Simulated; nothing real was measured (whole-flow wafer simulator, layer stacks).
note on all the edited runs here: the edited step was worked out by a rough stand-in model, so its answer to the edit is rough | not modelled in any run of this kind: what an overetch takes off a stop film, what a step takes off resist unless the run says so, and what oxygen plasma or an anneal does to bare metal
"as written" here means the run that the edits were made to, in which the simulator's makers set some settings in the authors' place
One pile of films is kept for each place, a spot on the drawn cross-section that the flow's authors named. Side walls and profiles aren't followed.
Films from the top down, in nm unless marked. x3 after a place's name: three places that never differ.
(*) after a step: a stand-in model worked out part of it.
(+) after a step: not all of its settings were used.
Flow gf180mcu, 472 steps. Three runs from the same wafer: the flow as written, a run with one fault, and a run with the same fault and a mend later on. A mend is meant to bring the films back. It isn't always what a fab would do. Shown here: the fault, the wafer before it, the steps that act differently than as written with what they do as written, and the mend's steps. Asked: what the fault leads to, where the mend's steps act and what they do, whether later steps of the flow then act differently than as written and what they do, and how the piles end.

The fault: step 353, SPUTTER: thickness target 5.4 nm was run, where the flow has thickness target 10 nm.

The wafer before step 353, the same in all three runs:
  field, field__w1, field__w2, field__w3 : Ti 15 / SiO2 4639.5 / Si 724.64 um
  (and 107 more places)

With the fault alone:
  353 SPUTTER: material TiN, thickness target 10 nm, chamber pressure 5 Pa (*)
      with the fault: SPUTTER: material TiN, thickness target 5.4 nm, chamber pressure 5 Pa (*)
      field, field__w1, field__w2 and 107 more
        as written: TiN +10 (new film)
        with the fault: TiN +5.4 (new film)
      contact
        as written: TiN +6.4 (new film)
        with the fault: TiN +3.46 (new film)
  Later steps of the flow that act differently than as written (1 more step differs only slightly, by at most 2% or 0.5 nm, whichever is larger, and isn't shown):
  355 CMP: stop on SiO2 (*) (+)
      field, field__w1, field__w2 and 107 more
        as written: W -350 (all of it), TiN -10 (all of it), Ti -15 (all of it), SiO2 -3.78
        with the fault: W -350 (all of it), TiN -5.4 (all of it), Ti -15 (all of it), SiO2 -3.74
  At the end the piles differ from the flow's by more than 2% or 0.5 nm, whichever is larger, at contact.
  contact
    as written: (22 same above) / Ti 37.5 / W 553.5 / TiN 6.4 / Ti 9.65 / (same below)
    with the fault: (22 same above) / Ti 37.5 / W 556.5 / TiN 3.46 / Ti 9.65 / (same below)

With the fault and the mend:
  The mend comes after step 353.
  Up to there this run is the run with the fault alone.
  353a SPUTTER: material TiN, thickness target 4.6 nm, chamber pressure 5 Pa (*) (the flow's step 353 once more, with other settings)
      field, field__w1, field__w2 and 107 more
        TiN +4.6
      contact
        TiN +2.94
  No later step of the flow acts differently than as written at any place that is followed.
  At the end the piles are the same as the flow's at every place that both follow.
